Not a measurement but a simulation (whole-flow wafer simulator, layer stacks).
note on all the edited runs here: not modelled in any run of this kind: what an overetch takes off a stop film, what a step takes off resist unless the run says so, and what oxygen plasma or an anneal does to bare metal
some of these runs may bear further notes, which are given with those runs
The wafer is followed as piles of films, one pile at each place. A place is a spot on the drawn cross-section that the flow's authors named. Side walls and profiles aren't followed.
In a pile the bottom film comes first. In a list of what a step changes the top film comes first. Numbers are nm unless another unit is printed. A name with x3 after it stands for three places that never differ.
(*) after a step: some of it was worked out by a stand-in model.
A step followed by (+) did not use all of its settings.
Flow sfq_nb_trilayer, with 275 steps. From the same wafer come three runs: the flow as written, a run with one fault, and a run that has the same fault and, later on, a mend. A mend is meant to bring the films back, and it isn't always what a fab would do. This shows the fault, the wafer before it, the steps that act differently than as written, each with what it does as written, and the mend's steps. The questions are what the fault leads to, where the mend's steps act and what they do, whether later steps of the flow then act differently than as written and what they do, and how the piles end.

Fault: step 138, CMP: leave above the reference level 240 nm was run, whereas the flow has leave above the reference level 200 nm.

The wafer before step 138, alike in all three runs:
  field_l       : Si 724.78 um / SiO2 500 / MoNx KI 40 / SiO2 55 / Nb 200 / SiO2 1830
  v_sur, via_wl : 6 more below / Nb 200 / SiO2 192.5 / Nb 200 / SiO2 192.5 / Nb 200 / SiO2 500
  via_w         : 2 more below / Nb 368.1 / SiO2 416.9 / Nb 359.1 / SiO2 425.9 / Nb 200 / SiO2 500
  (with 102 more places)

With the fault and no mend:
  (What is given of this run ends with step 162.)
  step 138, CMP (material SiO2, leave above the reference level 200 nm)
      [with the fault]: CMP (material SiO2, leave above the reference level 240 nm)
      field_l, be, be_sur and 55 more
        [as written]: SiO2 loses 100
        [with the fault]: SiO2 loses 60
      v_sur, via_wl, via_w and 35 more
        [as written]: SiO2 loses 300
        [with the fault]: SiO2 loses 260
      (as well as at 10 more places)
  Steps further on in the flow that do not act as written (not shown: 2 more steps that differ only slightly, by at most 2% or 0.5 nm, whichever is larger):
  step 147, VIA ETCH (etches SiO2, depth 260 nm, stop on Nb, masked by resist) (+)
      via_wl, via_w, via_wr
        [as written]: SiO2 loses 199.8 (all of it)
        [with the fault]: SiO2 loses 239.8 (all of it)
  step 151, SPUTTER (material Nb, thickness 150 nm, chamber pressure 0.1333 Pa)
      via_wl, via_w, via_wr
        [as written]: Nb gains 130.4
        [with the fault]: Nb gains 125.7
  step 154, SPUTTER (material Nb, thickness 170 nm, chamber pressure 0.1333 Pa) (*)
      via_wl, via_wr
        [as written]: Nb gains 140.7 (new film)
        [with the fault]: Nb gains 133.7 (new film)
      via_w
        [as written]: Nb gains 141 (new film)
        [with the fault]: Nb gains 134 (new film)
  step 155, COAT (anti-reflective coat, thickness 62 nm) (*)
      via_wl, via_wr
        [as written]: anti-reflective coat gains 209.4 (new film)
        [with the fault]: anti-reflective coat gains 250.1 (new film)
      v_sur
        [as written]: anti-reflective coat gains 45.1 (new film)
        [with the fault]: anti-reflective coat gains 43.6 (new film)
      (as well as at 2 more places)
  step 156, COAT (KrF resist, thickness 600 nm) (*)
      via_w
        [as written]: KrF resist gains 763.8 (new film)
        [with the fault]: KrF resist gains 800.5 (new film)
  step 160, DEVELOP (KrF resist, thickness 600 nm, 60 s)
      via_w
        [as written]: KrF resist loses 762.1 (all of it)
        [with the fault]: KrF resist loses 798.8 (all of it)
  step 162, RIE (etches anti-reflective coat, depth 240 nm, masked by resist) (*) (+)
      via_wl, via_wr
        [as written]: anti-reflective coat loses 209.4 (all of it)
        [with the fault]: anti-reflective coat loses 240
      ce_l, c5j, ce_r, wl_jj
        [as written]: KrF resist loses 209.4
        [with the fault]: KrF resist loses 240
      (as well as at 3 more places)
  The piles after step 162 differ from the flow's at field_l, v_sur, via_wl and 100 more by more than 2% or 0.5 nm, whichever is larger.
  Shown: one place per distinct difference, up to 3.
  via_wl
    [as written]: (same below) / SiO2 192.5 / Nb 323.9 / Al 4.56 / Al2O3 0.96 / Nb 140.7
    [with the fault]: (same below) / SiO2 192.5 / Nb 319.3 / Al 4.41 / Al2O3 0.96 / Nb 133.7 / anti-reflective coat 10.1
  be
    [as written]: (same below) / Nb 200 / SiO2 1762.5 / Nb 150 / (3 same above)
    [with the fault]: (same below) / Nb 200 / SiO2 1802.5 / Nb 150 / (3 same above)
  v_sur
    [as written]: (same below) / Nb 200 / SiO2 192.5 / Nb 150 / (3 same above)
    [with the fault]: (same below) / Nb 200 / SiO2 232.5 / Nb 150 / (3 same above)

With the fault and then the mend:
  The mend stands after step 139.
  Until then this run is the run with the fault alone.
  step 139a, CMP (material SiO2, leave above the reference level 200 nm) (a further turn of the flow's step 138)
      field_l, v_sur, via_wl and 103 more
        SiO2 loses 40
  Later steps of the flow that are run all act as written at every place that is followed.
  At every place that both follow, the piles at the end match the flow's.
